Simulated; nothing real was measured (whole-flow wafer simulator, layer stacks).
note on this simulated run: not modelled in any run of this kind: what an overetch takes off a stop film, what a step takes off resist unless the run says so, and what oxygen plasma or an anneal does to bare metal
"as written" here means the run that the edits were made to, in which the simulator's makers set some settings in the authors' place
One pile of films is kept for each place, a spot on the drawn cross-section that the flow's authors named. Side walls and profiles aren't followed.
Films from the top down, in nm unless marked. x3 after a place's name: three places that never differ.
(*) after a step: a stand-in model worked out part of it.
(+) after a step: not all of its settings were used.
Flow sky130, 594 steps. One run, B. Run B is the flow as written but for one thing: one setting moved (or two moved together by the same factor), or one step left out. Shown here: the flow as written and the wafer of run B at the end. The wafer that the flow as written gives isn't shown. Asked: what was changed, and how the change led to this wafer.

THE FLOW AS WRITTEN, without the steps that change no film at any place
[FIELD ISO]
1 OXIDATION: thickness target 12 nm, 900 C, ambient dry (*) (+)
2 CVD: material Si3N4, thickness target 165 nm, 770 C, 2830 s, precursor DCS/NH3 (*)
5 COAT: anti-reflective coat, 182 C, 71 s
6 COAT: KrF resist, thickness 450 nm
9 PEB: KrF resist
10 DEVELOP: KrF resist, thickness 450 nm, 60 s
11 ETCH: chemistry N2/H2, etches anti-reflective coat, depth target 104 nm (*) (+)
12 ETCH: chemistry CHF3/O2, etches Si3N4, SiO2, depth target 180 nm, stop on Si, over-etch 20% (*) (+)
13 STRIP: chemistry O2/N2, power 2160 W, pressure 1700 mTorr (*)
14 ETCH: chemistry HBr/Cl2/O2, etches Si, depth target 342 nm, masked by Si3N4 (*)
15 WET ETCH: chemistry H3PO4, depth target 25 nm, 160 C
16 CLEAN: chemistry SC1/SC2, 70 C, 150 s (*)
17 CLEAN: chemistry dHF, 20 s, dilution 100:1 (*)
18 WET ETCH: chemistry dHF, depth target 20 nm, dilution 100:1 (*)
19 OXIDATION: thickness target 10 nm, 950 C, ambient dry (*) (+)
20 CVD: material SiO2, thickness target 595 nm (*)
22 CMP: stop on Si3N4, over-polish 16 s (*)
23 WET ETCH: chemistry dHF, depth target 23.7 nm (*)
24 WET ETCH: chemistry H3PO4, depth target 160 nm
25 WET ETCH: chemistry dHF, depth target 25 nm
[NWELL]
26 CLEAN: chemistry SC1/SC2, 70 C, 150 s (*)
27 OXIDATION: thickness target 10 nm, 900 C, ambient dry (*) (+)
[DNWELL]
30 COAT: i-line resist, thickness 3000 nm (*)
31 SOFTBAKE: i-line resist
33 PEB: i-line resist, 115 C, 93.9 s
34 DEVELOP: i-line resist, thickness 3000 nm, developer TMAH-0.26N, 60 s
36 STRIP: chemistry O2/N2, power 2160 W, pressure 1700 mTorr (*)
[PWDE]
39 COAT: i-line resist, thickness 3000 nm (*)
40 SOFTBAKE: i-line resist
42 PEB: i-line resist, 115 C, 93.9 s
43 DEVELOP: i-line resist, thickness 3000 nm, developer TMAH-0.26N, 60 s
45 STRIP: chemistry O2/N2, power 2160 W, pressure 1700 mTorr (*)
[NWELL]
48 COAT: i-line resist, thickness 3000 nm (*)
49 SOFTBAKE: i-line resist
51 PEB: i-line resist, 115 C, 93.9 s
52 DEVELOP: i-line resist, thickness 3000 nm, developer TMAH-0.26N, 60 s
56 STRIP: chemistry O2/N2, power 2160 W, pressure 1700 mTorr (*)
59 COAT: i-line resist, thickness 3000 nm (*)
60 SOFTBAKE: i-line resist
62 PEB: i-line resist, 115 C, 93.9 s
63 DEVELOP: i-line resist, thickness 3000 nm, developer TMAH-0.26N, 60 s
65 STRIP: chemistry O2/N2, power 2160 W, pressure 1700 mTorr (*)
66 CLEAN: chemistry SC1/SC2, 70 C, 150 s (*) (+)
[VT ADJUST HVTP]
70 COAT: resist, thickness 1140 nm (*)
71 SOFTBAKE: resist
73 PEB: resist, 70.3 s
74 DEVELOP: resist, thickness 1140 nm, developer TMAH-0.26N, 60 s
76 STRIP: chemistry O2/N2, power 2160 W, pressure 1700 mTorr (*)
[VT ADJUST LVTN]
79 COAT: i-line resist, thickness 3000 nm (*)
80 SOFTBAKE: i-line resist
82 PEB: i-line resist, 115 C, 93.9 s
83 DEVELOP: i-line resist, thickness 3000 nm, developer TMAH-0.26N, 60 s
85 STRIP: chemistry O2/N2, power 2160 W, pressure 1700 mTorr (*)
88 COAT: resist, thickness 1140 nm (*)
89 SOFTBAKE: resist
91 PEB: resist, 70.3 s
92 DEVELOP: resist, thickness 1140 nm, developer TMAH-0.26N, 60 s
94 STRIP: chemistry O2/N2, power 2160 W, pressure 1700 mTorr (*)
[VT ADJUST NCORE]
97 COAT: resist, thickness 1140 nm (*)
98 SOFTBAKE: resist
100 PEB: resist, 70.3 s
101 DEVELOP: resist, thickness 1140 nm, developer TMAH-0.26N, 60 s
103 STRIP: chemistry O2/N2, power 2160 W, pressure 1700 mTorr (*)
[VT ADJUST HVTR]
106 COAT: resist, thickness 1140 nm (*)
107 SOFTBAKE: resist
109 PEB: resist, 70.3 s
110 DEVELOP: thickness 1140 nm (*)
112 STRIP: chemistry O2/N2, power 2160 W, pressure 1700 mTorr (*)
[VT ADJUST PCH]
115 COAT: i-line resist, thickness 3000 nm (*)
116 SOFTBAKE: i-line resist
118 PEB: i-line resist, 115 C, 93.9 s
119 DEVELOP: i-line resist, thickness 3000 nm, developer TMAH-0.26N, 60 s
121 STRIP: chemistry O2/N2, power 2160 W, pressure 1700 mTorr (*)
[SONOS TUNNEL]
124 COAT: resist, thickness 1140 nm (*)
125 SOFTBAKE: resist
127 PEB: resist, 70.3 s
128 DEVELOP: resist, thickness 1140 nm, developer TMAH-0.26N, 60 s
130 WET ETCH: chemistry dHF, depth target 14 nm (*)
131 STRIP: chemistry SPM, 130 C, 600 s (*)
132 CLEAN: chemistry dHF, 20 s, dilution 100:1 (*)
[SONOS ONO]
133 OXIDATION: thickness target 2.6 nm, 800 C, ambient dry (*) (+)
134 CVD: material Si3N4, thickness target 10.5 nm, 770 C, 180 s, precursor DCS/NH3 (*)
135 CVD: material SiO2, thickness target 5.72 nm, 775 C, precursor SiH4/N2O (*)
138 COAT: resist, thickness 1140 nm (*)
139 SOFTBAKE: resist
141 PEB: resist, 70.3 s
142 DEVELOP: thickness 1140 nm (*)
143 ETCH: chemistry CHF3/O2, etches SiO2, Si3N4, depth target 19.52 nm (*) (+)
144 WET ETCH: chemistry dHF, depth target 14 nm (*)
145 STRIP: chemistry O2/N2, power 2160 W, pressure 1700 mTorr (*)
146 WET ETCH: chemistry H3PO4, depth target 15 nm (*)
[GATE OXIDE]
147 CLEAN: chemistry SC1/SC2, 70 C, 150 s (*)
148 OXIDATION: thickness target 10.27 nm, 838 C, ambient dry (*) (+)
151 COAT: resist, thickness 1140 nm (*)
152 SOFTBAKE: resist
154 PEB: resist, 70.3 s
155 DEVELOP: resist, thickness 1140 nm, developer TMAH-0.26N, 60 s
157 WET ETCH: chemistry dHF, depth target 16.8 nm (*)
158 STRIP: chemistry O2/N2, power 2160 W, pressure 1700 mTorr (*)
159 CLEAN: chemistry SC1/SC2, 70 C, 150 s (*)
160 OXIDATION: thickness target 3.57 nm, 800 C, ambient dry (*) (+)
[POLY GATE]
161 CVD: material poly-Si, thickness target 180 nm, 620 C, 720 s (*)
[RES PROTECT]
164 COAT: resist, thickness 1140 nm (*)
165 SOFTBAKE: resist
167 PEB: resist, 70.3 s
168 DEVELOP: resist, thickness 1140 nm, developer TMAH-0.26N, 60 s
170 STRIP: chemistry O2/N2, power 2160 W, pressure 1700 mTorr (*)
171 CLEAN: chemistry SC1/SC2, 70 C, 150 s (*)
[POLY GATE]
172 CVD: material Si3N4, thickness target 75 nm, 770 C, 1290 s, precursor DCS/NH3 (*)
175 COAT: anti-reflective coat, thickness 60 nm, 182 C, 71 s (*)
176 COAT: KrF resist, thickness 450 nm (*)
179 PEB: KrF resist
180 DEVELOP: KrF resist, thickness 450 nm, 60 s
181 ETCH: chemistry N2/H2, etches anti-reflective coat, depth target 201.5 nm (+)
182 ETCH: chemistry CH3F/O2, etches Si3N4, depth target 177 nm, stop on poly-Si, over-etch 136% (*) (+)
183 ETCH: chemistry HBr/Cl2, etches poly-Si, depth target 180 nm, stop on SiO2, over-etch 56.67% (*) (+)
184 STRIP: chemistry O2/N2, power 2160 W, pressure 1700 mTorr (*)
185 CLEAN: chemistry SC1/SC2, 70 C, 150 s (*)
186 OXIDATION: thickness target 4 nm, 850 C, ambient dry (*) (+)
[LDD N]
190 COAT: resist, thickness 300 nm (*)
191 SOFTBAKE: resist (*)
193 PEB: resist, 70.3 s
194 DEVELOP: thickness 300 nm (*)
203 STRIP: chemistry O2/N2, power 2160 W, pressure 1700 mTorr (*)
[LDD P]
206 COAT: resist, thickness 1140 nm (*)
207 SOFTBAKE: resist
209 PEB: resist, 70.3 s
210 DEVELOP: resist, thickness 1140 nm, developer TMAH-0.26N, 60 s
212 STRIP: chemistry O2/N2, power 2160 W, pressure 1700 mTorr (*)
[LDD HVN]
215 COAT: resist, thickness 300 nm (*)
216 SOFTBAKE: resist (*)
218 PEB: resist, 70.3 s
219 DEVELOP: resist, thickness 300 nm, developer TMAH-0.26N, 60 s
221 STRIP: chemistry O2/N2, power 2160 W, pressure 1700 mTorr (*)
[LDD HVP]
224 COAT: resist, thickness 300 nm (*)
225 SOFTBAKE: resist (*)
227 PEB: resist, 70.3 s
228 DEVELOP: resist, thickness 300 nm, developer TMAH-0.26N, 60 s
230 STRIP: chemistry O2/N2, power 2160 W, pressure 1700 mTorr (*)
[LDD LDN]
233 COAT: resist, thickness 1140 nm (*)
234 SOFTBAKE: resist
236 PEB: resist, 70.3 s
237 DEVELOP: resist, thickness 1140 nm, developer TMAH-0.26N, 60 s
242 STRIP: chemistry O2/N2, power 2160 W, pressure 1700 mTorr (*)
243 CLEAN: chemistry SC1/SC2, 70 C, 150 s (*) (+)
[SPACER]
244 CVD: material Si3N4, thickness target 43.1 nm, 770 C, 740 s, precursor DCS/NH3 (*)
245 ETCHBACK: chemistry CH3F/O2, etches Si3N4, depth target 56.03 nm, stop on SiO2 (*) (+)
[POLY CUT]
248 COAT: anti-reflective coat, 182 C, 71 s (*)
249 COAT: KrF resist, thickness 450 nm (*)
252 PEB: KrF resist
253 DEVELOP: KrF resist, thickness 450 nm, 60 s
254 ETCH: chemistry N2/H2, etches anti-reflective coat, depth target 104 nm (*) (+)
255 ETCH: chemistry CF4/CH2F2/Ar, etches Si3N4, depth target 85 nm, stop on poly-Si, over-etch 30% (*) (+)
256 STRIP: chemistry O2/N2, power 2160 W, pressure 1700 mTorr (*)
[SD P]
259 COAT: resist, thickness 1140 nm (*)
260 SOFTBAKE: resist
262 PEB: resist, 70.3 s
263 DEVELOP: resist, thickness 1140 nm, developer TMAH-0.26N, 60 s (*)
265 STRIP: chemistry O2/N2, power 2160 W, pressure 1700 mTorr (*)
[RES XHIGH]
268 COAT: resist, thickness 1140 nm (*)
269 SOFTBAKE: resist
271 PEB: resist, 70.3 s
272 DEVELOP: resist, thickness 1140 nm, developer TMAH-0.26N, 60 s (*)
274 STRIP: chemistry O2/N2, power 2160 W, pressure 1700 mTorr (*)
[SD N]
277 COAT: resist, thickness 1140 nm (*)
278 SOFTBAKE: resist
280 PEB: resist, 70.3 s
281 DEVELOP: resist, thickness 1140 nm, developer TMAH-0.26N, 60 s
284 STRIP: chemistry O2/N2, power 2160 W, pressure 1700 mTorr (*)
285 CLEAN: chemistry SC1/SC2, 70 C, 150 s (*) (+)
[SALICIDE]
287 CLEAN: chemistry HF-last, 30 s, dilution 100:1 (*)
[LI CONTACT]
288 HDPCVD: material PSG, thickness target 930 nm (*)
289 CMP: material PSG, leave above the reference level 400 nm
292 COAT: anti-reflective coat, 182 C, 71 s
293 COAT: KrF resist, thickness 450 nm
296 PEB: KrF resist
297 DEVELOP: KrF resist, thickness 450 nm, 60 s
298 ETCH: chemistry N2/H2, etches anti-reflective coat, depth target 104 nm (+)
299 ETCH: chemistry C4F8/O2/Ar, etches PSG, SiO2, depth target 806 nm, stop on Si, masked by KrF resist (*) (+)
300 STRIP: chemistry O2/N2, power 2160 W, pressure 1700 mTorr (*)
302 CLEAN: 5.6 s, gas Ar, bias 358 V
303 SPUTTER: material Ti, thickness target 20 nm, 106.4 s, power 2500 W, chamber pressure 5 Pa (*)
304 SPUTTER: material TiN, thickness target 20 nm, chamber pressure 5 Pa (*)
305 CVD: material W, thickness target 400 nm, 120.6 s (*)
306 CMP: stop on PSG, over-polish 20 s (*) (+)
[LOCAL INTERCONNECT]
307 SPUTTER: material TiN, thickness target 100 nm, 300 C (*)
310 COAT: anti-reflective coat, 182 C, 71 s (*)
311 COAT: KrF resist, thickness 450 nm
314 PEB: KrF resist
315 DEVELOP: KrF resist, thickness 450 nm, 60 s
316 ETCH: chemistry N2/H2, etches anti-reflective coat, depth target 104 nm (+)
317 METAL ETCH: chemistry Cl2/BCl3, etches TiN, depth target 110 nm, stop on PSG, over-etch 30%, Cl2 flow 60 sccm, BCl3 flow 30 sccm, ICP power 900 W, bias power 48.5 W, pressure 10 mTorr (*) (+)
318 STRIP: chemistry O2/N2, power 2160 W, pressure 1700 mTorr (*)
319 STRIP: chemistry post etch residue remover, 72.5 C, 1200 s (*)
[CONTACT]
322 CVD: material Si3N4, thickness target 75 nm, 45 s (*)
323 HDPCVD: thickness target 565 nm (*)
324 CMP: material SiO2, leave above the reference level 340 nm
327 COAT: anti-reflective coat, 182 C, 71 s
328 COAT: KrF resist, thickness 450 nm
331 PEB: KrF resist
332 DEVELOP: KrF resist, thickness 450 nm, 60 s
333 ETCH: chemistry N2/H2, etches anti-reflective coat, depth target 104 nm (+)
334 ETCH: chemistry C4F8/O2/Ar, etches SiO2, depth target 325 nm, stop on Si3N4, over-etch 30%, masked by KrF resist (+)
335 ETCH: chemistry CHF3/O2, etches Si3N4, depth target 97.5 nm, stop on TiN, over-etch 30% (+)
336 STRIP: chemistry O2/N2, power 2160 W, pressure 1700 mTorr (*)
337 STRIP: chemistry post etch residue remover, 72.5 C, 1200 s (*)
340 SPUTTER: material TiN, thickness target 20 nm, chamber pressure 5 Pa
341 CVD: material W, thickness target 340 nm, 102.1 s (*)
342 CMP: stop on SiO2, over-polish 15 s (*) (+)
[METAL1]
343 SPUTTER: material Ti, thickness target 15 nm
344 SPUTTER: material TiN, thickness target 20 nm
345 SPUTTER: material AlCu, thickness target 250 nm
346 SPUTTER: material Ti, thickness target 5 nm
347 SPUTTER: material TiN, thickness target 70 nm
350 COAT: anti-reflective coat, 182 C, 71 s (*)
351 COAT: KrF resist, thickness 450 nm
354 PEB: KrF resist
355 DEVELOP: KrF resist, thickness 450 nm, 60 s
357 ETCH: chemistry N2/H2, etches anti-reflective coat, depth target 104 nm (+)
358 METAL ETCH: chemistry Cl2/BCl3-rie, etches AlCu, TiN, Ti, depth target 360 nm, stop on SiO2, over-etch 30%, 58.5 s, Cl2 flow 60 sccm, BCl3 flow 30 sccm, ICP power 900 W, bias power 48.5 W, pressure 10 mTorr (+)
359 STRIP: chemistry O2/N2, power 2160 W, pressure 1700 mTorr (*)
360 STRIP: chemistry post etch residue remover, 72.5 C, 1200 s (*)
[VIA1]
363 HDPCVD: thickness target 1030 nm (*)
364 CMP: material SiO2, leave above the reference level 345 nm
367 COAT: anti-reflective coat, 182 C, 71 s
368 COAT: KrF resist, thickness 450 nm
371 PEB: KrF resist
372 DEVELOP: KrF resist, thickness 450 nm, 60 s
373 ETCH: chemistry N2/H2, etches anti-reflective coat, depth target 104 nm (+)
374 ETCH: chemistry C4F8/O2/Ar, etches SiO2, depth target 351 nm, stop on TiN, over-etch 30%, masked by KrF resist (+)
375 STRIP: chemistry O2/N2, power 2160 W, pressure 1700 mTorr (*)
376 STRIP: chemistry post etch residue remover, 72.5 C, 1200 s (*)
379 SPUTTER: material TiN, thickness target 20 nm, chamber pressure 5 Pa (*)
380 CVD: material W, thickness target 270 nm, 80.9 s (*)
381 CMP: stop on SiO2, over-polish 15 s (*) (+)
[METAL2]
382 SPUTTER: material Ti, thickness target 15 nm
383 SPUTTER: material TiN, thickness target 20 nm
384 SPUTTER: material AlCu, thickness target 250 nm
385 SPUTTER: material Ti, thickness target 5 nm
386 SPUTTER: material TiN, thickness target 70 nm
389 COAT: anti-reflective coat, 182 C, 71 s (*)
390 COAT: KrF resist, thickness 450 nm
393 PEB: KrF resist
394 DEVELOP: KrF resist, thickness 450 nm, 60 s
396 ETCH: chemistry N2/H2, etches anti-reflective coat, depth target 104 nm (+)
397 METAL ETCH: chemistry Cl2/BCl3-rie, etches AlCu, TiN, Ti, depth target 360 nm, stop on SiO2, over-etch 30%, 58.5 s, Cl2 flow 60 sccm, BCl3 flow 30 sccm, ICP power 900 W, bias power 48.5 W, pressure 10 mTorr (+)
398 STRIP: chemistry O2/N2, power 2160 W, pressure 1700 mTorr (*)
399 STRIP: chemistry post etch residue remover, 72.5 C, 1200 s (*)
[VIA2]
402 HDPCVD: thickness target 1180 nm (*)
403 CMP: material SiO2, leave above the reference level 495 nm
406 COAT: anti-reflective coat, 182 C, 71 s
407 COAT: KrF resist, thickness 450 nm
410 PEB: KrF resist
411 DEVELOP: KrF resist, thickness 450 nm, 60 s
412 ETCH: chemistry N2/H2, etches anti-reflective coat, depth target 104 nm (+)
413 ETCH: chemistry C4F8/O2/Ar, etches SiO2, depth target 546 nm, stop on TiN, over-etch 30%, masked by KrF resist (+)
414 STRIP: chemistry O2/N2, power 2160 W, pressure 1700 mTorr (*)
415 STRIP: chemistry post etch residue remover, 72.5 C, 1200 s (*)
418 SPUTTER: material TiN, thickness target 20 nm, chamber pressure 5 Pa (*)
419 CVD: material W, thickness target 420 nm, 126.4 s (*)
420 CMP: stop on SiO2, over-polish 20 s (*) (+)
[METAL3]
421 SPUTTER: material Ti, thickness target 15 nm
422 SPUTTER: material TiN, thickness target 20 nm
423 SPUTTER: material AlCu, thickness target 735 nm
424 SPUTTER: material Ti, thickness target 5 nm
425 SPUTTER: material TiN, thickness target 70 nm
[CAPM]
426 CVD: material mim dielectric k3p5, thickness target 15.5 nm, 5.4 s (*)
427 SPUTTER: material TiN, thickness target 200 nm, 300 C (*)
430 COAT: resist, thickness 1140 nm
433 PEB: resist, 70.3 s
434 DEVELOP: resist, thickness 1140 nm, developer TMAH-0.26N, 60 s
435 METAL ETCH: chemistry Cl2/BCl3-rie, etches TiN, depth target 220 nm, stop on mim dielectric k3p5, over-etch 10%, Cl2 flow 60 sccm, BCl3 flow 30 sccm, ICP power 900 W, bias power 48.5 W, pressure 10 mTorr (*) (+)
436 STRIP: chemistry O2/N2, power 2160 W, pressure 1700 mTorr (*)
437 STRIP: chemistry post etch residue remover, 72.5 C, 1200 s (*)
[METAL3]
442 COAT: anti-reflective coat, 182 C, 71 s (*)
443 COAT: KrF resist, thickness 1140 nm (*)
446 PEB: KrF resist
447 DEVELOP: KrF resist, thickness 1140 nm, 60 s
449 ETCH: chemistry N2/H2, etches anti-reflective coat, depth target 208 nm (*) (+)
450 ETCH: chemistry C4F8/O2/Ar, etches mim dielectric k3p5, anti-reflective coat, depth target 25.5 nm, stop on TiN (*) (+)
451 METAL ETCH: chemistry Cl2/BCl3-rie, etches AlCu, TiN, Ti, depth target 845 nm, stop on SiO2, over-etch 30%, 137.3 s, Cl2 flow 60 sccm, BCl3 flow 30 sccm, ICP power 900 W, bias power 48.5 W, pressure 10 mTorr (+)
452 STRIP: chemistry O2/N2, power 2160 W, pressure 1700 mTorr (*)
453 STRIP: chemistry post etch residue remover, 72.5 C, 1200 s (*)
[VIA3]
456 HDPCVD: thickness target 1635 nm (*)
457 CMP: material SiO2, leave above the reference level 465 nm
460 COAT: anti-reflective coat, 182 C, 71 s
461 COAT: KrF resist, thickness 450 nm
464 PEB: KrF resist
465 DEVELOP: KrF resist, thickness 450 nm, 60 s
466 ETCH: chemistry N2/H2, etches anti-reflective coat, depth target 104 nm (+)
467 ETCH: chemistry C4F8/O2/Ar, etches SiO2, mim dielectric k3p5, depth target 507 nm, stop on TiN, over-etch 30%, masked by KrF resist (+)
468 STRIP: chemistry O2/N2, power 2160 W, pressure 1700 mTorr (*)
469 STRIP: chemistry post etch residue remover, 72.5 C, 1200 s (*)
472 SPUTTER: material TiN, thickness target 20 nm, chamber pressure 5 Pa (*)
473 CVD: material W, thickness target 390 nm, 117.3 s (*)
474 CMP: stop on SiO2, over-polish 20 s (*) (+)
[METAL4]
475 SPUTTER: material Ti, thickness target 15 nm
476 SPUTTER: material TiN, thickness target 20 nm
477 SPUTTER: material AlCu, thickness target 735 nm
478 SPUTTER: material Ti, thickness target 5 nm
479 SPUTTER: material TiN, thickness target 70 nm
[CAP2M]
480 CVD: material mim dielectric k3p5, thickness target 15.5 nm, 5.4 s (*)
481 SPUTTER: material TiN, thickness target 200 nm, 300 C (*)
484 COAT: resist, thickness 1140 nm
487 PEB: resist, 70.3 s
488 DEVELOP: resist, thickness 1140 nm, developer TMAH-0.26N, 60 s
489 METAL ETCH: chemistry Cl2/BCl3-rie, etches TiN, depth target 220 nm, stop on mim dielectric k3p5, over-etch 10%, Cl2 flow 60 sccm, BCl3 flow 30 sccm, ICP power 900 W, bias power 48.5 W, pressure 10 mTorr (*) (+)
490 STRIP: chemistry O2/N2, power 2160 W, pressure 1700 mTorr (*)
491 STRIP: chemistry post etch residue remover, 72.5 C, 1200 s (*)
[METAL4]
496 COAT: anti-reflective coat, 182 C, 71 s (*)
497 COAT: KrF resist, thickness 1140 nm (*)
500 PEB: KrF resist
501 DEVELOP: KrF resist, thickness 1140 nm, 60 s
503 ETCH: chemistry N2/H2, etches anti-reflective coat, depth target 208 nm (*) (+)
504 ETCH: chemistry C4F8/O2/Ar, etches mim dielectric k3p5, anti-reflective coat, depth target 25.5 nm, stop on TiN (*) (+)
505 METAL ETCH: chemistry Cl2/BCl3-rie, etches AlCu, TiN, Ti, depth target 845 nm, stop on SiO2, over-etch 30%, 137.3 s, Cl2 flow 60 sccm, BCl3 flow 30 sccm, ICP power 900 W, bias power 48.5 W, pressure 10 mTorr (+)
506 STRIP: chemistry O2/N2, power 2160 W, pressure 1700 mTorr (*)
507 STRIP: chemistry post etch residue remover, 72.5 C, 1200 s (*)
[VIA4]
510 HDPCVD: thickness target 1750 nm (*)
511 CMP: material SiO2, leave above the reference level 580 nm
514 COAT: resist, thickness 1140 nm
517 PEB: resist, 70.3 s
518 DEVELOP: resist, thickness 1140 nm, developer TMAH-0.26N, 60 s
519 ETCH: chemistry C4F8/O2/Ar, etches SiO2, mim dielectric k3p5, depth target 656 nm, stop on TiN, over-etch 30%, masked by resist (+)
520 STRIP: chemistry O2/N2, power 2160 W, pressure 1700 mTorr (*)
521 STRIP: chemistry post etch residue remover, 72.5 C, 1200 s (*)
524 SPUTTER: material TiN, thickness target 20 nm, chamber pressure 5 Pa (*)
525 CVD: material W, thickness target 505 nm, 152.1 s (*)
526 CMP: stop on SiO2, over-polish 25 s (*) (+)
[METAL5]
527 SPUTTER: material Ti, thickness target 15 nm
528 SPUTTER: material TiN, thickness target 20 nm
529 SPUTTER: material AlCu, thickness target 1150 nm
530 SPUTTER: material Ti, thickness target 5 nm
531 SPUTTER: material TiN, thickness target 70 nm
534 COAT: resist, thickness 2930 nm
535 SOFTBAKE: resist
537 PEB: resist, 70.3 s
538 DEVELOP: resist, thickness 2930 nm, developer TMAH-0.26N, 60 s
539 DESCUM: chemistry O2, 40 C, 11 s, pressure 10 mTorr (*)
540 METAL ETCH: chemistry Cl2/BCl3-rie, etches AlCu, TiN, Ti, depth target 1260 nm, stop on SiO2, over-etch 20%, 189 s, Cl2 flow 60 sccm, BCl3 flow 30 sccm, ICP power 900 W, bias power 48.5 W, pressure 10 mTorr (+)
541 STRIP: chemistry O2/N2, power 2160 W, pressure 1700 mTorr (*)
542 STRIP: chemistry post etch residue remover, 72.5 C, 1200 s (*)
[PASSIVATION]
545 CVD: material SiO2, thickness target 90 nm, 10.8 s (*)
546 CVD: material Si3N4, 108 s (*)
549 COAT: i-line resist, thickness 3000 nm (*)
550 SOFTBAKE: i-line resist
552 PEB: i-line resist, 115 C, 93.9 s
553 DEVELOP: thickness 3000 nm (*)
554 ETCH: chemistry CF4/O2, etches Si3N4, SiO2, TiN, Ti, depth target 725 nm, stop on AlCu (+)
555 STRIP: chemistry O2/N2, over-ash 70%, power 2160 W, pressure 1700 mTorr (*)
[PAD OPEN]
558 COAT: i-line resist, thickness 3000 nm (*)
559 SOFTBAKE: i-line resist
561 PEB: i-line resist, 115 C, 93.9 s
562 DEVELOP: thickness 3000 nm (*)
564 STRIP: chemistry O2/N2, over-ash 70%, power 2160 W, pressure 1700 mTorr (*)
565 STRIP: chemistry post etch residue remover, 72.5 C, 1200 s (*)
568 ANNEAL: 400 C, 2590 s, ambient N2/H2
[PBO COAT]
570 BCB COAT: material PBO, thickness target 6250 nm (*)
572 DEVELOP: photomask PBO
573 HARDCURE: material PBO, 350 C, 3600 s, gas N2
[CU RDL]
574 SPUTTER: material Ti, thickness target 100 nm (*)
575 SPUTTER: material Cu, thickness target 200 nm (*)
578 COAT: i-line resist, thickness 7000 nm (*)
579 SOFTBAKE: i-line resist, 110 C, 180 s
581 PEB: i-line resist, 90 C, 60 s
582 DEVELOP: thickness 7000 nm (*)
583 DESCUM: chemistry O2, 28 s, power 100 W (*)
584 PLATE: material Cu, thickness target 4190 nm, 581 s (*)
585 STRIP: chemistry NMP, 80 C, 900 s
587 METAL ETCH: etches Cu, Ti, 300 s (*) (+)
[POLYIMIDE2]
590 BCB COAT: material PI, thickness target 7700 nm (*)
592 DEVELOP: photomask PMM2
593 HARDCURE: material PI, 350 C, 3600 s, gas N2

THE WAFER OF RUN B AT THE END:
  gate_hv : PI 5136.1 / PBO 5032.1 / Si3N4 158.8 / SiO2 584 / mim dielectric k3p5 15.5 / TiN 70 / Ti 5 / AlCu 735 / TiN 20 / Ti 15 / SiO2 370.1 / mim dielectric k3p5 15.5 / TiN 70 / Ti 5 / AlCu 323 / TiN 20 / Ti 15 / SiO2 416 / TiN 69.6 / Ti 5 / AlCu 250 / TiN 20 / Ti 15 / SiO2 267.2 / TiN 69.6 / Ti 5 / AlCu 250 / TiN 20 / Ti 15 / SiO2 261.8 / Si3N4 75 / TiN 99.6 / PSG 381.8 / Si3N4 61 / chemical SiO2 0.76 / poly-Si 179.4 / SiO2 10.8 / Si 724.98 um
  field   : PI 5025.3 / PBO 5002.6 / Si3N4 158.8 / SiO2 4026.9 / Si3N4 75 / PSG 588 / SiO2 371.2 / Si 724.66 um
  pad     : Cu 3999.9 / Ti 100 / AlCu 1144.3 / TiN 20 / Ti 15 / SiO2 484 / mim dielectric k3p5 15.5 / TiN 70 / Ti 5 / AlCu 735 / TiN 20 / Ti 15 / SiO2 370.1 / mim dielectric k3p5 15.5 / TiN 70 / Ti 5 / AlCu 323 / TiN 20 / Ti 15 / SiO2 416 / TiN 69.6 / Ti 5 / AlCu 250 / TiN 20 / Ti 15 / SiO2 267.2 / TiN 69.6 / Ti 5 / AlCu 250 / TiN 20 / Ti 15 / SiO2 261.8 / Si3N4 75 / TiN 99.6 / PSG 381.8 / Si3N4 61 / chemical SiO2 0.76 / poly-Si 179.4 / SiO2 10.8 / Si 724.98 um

The cause: step 423, SPUTTER: thickness target 323 nm was run, where the flow has thickness target 735 nm.
It can be read off the wafer: gate_hv has AlCu 323, and step 423 as written asks for 735 nm.

How the change led to this, step by step:
  423 SPUTTER: material AlCu, thickness target 735 nm
      field, active, n_well and 188 more: AlCu +323 (new film) (as written it would be: AlCu +735 (new film))
  451 METAL ETCH: chemistry Cl2/BCl3-rie, etches AlCu, TiN, Ti, depth target 845 nm, stop on SiO2, over-etch 30%, 137.3 s, Cl2 flow 60 sccm, BCl3 flow 30 sccm, ICP power 900 W, bias power 48.5 W, pressure 10 mTorr (+)
      field, gate, spacer and 61 more: TiN -70 (all of it), Ti -5 (all of it), AlCu -323 (all of it), TiN -20 (all of it), Ti -15 (all of it), SiO2 -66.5 (as written it would be: TiN -70 (all of it), Ti -5 (all of it), AlCu -735 (all of it), TiN -20 (all of it), Ti -15 (all of it), SiO2 -25.4)
      active, vpp_l1ln, via_li1, sonos_guard_hv, iso_guard_nw, rxpo_ln, rpm_encl_urpm: TiN -70 (all of it), Ti -5 (all of it), AlCu -323 (all of it), TiN -20 (all of it), Ti -15 (all of it), SiO2 -66.5 (as written it would be: TiN -70 (all of it), Ti -5 (all of it), AlCu -735 (all of it), TiN -20 (all of it), Ti -15 (all of it), SiO2 -25.3)
      (and at 14 more places)
  457 CMP: material SiO2, leave above the reference level 465 nm
      field, active, gate and 77 more: SiO2 -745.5 (as written it would be: SiO2 -374.7)
      vpp_iso1, m1_ln, vpp_l1ln, via1_hole, m1_ln_cd: SiO2 -745.4 (as written it would be: SiO2 -374.7)
